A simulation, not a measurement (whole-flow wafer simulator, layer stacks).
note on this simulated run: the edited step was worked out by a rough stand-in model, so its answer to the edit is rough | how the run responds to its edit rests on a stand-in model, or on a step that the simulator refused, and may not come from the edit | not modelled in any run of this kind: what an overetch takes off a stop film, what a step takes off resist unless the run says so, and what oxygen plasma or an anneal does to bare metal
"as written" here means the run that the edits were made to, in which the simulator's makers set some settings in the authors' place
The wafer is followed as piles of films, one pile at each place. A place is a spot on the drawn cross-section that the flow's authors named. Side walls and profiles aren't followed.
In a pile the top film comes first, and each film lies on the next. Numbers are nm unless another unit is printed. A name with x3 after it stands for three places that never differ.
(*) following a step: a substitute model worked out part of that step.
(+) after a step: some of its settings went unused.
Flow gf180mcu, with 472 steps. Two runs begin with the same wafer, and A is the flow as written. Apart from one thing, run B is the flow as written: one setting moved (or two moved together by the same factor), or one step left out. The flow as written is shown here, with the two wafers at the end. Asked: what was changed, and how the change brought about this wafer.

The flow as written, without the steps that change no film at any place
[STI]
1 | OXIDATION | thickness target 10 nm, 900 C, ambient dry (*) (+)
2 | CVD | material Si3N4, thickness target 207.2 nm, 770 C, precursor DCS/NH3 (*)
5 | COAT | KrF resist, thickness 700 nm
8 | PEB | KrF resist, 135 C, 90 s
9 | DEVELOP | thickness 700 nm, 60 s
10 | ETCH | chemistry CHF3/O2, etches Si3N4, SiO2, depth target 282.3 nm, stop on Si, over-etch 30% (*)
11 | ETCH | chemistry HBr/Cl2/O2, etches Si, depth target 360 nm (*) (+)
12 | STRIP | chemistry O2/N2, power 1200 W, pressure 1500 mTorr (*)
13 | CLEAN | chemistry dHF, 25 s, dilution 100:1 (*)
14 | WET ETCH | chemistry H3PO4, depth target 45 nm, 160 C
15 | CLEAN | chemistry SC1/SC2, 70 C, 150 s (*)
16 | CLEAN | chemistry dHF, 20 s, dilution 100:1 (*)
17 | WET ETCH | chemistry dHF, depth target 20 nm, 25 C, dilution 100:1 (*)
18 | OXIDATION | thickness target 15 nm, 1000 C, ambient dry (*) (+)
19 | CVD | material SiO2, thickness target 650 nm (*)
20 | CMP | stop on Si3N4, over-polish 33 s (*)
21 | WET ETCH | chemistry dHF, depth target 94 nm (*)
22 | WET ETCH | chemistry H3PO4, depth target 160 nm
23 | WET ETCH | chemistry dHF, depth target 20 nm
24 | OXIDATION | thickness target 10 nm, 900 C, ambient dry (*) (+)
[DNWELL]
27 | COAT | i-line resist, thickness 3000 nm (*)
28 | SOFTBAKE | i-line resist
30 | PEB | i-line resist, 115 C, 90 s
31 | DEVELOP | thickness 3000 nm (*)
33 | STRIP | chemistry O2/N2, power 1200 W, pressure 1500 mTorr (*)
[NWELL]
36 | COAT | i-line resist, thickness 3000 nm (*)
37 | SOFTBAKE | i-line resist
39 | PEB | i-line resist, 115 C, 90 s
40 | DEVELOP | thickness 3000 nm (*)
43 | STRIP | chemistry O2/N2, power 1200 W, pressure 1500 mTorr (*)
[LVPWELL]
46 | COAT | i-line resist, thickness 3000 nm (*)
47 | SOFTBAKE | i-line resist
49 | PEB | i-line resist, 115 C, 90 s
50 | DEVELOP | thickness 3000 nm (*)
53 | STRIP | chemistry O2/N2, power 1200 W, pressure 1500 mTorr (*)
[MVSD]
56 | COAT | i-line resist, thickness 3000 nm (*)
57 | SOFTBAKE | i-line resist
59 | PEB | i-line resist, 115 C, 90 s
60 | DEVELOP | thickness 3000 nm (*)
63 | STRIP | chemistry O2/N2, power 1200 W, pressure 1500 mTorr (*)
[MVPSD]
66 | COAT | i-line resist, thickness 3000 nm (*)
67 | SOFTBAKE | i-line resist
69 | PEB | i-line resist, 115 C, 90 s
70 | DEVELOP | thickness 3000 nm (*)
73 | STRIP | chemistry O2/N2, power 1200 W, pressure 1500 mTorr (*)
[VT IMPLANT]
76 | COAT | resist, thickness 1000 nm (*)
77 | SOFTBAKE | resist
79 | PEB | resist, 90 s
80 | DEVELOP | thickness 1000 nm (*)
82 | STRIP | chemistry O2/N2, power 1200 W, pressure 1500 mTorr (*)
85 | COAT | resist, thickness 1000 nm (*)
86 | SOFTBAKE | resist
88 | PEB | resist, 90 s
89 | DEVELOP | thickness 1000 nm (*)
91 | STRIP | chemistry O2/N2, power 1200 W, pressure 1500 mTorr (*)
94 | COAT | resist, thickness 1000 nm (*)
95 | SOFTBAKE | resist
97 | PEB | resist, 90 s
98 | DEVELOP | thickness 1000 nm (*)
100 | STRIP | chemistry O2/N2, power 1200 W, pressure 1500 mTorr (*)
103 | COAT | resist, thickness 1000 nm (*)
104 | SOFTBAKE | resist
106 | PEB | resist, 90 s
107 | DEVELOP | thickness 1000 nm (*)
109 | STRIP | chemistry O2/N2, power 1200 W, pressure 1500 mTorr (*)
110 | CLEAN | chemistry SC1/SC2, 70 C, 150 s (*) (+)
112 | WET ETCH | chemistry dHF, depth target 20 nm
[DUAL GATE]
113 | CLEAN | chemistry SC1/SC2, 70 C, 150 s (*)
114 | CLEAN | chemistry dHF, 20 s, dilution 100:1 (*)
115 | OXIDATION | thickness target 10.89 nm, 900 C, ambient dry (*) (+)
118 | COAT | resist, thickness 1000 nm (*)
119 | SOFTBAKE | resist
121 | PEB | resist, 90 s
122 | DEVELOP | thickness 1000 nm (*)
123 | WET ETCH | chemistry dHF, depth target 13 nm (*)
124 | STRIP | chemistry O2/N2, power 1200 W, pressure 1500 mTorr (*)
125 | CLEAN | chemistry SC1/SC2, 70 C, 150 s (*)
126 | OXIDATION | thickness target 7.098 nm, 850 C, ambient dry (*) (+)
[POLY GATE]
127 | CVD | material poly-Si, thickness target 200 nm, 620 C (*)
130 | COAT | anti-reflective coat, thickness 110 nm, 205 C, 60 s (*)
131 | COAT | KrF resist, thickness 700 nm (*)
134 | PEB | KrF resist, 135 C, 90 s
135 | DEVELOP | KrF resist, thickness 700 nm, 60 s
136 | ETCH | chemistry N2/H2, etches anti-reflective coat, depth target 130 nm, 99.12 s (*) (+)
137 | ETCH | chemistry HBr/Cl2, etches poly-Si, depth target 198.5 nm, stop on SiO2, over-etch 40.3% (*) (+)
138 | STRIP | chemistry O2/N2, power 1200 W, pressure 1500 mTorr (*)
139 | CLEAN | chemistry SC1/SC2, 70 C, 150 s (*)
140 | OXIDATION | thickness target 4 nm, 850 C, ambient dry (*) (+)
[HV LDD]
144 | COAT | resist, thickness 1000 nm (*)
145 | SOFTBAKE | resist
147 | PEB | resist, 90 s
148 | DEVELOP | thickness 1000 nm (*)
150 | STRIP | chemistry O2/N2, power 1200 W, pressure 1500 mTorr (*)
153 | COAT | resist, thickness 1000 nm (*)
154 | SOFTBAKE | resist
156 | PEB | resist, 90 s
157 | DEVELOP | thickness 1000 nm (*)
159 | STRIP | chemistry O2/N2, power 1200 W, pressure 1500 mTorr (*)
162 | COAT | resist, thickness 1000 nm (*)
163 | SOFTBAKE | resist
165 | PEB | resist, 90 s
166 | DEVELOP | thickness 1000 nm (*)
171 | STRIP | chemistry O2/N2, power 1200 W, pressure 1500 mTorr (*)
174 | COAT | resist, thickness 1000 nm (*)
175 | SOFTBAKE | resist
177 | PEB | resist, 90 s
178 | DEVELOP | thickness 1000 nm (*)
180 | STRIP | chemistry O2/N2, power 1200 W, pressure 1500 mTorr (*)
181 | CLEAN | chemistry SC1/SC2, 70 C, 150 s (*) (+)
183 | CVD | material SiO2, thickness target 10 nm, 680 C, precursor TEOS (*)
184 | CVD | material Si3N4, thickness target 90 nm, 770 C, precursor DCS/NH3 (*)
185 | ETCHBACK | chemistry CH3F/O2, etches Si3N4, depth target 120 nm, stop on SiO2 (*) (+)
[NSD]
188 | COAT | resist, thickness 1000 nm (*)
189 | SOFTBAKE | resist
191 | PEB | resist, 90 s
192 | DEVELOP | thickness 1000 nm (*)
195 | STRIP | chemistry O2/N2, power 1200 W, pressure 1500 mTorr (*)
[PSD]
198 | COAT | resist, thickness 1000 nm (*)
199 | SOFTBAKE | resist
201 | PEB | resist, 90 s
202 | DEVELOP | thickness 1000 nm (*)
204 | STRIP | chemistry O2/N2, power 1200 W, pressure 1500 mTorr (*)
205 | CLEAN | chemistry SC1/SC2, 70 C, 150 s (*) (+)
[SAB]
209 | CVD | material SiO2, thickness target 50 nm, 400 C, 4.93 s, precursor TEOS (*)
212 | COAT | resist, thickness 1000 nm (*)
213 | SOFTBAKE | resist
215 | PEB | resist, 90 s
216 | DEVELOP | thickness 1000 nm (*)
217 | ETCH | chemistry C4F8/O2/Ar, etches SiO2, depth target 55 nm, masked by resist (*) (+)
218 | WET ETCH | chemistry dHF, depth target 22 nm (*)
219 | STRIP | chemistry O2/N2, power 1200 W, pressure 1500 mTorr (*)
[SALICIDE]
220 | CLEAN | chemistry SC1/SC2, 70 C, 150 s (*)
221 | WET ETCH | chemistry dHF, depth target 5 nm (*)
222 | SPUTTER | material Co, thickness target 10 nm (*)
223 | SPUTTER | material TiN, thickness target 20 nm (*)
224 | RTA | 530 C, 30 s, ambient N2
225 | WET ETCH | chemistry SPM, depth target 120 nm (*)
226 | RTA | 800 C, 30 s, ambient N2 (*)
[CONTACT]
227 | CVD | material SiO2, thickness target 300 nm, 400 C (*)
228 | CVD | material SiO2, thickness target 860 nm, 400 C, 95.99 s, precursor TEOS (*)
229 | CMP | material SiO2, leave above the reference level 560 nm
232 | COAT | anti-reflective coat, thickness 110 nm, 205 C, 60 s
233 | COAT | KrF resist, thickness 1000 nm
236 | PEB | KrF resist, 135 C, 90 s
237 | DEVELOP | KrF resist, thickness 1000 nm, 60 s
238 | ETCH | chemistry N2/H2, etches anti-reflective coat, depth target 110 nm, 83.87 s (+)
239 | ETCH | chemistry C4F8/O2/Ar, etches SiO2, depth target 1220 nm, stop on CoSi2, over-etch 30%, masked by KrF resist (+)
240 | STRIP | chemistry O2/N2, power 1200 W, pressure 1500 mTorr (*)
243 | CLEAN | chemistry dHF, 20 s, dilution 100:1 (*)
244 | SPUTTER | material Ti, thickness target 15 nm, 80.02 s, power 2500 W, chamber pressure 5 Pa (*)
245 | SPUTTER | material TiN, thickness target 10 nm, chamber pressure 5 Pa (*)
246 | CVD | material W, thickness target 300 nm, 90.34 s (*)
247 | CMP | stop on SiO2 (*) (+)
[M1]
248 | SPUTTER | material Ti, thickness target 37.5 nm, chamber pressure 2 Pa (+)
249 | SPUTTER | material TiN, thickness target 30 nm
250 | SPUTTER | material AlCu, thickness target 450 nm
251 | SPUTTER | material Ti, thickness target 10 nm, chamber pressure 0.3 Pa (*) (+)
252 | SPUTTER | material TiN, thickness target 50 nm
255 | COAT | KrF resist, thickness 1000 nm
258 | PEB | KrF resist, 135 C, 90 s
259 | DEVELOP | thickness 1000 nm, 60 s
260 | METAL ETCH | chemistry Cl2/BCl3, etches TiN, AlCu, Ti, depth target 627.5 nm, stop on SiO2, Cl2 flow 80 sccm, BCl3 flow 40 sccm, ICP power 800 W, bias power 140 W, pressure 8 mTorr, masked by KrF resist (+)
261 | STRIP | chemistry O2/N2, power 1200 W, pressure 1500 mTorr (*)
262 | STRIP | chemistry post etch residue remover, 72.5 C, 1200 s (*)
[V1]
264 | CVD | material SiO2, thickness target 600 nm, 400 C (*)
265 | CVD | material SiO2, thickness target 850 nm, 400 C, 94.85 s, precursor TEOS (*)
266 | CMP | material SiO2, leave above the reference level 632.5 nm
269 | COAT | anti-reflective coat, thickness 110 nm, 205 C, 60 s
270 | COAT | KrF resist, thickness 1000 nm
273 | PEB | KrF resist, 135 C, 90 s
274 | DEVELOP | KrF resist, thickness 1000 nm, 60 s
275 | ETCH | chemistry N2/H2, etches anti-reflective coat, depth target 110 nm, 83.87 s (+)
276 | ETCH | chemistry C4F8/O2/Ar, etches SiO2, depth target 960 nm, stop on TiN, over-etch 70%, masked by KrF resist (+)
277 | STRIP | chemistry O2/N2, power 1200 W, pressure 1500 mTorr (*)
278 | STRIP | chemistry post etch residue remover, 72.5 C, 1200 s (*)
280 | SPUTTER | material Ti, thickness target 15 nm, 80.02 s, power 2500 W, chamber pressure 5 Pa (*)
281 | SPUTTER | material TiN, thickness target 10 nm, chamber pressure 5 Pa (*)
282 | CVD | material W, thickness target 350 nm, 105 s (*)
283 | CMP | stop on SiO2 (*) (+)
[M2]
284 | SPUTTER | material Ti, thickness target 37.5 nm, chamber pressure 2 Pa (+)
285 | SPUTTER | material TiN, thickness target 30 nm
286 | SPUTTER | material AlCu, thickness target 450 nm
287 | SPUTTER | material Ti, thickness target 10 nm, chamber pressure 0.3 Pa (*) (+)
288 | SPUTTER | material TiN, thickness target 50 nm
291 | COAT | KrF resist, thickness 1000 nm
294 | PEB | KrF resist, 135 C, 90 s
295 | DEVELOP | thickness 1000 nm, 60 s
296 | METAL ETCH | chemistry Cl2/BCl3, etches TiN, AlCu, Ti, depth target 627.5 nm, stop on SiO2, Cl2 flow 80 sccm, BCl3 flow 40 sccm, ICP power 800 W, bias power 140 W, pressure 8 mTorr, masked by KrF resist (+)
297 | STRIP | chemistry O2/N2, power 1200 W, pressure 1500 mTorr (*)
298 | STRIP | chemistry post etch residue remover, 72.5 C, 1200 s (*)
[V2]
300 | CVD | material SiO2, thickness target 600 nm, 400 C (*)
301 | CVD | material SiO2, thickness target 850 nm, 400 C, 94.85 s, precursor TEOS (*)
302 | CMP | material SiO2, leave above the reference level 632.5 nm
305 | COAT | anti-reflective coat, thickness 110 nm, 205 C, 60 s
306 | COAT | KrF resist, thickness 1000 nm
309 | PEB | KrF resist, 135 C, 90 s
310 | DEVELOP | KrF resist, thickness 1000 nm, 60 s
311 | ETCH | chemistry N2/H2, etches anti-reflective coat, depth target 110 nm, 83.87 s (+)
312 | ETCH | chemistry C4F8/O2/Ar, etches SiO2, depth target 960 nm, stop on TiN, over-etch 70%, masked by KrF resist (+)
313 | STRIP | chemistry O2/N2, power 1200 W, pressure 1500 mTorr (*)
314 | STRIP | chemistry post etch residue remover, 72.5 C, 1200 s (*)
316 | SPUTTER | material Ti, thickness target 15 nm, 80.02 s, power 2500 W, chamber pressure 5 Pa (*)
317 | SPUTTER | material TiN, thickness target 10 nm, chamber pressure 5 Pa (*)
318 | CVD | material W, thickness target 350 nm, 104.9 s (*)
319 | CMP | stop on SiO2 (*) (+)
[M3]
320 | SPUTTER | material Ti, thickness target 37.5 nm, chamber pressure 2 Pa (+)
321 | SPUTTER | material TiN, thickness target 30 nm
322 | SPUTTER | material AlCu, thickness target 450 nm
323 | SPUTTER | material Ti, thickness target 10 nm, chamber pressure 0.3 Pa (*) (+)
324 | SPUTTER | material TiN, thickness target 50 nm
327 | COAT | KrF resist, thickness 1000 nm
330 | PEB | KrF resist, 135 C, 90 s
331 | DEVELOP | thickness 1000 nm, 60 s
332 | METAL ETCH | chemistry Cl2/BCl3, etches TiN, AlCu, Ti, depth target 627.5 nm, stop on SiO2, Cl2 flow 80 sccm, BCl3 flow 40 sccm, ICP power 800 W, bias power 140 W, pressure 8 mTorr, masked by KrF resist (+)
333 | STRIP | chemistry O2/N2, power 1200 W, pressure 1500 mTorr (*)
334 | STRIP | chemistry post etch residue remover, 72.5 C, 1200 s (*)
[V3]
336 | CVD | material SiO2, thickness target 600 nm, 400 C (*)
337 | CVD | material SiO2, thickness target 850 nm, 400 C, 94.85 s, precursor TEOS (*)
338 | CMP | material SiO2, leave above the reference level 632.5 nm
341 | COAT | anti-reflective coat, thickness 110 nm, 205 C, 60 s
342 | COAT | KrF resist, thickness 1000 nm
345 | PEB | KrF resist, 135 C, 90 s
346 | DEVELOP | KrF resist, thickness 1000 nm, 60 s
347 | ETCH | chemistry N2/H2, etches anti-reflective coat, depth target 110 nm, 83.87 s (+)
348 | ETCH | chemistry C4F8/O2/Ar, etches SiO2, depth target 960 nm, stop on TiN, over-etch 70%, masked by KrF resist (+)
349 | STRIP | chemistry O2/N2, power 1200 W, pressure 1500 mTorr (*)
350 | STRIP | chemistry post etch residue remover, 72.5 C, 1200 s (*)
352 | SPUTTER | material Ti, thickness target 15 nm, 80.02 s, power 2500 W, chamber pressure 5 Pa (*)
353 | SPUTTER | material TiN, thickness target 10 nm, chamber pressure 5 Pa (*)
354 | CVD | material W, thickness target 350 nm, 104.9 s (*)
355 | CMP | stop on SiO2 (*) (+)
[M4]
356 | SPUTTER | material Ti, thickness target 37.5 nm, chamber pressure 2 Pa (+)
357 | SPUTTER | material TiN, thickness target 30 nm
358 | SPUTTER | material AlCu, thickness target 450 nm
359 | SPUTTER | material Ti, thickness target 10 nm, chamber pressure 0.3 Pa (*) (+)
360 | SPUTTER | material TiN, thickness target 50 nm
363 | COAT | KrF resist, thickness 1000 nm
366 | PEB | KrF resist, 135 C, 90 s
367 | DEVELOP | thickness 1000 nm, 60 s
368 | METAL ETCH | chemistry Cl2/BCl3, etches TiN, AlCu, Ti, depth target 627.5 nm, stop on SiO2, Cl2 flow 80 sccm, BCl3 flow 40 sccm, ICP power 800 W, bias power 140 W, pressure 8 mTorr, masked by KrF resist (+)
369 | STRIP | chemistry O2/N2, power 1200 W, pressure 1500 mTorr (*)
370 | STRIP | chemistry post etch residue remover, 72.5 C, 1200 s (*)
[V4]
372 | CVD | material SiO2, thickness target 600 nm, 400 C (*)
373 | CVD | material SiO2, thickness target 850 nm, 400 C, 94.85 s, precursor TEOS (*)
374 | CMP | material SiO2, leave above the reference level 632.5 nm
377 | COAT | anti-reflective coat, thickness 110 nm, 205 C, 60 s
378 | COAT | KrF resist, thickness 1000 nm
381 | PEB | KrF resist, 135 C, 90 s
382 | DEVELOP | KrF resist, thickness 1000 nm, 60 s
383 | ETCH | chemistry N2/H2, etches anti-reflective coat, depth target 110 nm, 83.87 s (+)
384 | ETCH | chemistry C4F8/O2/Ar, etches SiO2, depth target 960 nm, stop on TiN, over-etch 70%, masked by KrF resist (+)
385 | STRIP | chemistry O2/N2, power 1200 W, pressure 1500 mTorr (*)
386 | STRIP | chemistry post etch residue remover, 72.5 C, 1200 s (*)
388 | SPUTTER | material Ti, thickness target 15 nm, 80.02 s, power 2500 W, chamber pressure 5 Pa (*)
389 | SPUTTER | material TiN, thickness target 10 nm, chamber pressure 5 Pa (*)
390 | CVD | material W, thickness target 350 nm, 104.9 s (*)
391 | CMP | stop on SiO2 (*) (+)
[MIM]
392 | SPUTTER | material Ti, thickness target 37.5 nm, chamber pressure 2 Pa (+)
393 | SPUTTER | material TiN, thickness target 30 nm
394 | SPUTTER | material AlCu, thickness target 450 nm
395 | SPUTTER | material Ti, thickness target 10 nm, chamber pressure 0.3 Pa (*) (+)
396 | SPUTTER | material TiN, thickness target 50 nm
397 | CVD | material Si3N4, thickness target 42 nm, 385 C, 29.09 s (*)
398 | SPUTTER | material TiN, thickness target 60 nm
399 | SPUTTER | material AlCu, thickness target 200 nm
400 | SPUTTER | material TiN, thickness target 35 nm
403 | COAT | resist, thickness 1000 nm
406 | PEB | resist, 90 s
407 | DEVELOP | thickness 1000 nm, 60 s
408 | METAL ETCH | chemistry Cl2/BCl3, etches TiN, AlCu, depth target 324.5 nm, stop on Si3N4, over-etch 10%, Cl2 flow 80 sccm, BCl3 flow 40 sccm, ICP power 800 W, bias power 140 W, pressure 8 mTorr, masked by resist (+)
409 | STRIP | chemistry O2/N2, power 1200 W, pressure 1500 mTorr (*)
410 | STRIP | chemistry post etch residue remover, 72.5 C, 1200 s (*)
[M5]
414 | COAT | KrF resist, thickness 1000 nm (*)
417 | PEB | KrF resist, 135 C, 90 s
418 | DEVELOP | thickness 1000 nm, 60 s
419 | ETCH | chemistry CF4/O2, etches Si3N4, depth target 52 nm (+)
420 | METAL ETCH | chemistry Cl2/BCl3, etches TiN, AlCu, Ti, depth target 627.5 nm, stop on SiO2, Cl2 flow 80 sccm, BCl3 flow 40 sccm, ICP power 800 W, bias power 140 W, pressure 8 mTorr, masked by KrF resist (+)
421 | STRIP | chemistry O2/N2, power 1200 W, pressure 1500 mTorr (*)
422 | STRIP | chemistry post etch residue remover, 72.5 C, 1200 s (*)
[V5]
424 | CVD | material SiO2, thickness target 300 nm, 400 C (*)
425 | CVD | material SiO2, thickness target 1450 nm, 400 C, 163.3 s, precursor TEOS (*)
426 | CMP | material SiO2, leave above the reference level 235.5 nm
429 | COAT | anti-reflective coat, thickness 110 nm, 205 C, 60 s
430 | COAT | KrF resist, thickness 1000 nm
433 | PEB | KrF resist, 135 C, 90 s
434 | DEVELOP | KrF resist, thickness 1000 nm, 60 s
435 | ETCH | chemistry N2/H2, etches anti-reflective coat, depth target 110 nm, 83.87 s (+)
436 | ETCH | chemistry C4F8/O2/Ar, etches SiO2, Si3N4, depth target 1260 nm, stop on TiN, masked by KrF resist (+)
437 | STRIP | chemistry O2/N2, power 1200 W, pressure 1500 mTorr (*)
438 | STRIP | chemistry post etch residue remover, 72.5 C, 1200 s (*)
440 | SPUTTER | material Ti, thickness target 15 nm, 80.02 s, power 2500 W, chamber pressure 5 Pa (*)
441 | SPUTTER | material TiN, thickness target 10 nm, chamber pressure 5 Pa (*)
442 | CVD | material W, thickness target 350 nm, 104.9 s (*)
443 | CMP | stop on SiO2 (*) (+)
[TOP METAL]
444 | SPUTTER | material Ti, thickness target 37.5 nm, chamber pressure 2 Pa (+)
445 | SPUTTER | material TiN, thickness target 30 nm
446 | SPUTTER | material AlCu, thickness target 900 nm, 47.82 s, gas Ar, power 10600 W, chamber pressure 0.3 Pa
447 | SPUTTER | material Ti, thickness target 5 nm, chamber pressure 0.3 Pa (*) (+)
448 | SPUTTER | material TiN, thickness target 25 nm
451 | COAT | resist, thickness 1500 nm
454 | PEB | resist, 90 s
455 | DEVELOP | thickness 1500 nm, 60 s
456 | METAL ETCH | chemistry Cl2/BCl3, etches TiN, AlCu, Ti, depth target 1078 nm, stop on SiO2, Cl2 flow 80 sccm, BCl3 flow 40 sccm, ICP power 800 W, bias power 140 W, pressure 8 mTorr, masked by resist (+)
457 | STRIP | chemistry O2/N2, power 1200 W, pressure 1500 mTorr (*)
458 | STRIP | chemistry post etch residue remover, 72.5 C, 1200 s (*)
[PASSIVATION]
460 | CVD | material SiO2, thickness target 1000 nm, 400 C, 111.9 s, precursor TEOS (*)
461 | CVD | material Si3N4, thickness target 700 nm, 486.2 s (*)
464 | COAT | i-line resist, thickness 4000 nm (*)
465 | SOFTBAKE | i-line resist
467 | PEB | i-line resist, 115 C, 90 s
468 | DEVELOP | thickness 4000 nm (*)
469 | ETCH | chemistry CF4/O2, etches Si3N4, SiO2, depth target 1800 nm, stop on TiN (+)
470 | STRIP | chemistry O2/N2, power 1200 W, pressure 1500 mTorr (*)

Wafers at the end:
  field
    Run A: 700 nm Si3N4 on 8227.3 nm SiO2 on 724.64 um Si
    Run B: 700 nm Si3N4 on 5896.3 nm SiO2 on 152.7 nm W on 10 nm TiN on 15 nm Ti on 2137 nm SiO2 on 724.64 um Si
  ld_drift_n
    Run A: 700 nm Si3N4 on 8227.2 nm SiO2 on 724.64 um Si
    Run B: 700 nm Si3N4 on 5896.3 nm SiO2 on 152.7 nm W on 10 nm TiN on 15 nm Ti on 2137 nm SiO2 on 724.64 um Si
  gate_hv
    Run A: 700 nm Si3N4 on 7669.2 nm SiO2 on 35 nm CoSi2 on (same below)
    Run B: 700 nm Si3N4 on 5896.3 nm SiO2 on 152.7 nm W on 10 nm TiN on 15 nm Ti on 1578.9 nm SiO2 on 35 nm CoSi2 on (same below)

What caused this: step 265, CVD: thickness target 340 nm was run, whereas the flow has thickness target 850 nm.

Step by step, how the change led to this:
  265 | CVD | material SiO2, thickness target 850 nm, 400 C, 94.85 s, precursor TEOS (*)
      field, field__w1, field__w2 and 108 more: A SiO2 gains 850 | B SiO2 gains 340
  266 | CMP | material SiO2, leave above the reference level 632.5 nm
      field, field__w1, field__w2 and 99 more: A SiO2 loses 300 | B nothing
      field__w8, contact, m1 and 6 more: A SiO2 loses 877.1 | B SiO2 loses 367.1
  269 | COAT | anti-reflective coat, thickness 110 nm, 205 C, 60 s
      field__w6, ld_sd_n: A anti-reflective coat gains 110 (new film) | B anti-reflective coat gains 112.6 (new film)
      field: A anti-reflective coat gains 110 (new film) | B anti-reflective coat gains 202.7 (new film)
      (also at 24 further places)
  270 | COAT | KrF resist, thickness 1000 nm
      field: A KrF resist gains 1000 (new film) | B KrF resist gains 956.8 (new film)
      field__w1: A KrF resist gains 1000 (new film) | B KrF resist gains 1021 (new film)
      (also at 9 further places)
  273 | PEB | KrF resist, 135 C, 90 s
      n_well: A KrF resist loses 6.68 | B KrF resist loses 6
      contact: A KrF resist loses 6.68 | B KrF resist loses 5.69
      (also at 4 further places)
  274 | DEVELOP | KrF resist, thickness 1000 nm, 60 s
      contact: A KrF resist loses 993.3 (all of it) | B KrF resist loses 913.7 (all of it)
  275 | ETCH | chemistry N2/H2, etches anti-reflective coat, depth target 110 nm, 83.87 s (+)
      contact: A anti-reflective coat loses 110 (all of it), SiO2 loses 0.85 | B anti-reflective coat loses 25.4 (all of it), SiO2 loses 3.02
  277 | STRIP | chemistry O2/N2, power 1200 W, pressure 1500 mTorr (*)
      field: A KrF resist loses 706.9 (all of it), anti-reflective coat loses 110 (all of it) | B KrF resist loses 664.1 (all of it), anti-reflective coat loses 202.7 (all of it)
      field__w1: A KrF resist loses 706.9 (all of it), anti-reflective coat loses 110 (all of it) | B KrF resist loses 727.8 (all of it), anti-reflective coat loses 97.7 (all of it)
      (also at 25 further places)
  280 | SPUTTER | material Ti, thickness target 15 nm, 80.02 s, power 2500 W, chamber pressure 5 Pa (*)
      contact: A Ti gains 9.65 (new film) | B Ti gains 11 (new film)
  281 | SPUTTER | material TiN, thickness target 10 nm, chamber pressure 5 Pa (*)
      contact: A TiN gains 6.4 (new film) | B TiN gains 7.28 (new film)
  282 | CVD | material W, thickness target 350 nm, 105 s (*)
      contact: A W gains 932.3 (new film) | B W gains 720.1 (new film)
  283 | CMP | stop on SiO2 (*) (+)
      field, field__w1, field__w2 and 99 more: A W loses 350 (all of it), TiN loses 10 (all of it), Ti loses 15 (all of it), SiO2 loses 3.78 | B W loses 185
      field__w8, m1, m1__w1, polyc_n, polyc_n_rim, polyc_p, polyc_p_rim, m1_nw: A W loses 350 (all of it), TiN loses 10 (all of it), Ti loses 15 (all of it), SiO2 loses 3.78 | B W loses 350 (all of it), TiN loses 10 (all of it), Ti loses 15 (all of it), SiO2 loses 20
      (also at 1 further place)
  296 | METAL ETCH | chemistry Cl2/BCl3, etches TiN, AlCu, Ti, depth target 627.5 nm, stop on SiO2, Cl2 flow 80 sccm, BCl3 flow 40 sccm, ICP power 800 W, bias power 140 W, pressure 8 mTorr, masked by KrF resist (+)
      field, field__w1, field__w2 and 99 more: A TiN loses 50 (all of it), Ti loses 10 (all of it), AlCu loses 450 (all of it), TiN loses 30 (all of it), Ti loses 37.5 (all of it) | B TiN loses 50 (all of it), Ti loses 10 (all of it), AlCu loses 450 (all of it), TiN loses 30 (all of it), Ti loses 37.5 (all of it), W loses 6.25
  298 | STRIP | chemistry post etch residue remover, 72.5 C, 1200 s (*)
      field, field__w1, field__w2 and 99 more: A nothing | B W loses 6.01
  300 | CVD | material SiO2, thickness target 600 nm, 400 C (*)
      field, field__w1, field__w2 and 99 more: A SiO2 gains 600 | B SiO2 gains 600 (new film)
  302 | CMP | material SiO2, leave above the reference level 632.5 nm
      field, field__w1, field__w2 and 99 more: A SiO2 loses 300 | B SiO2 loses 287.7
With metal films that touch counted as one body, field has 1 body; the flow as written gives 0 bodies.
With metal films that touch counted as one body, ld_drift_n has 1 body; the flow as written gives 0 bodies.
With metal films that touch counted as one body, gate_hv has 2 bodies (between them, from the top down: SiO2 1578.9); the flow as written gives 1 body.
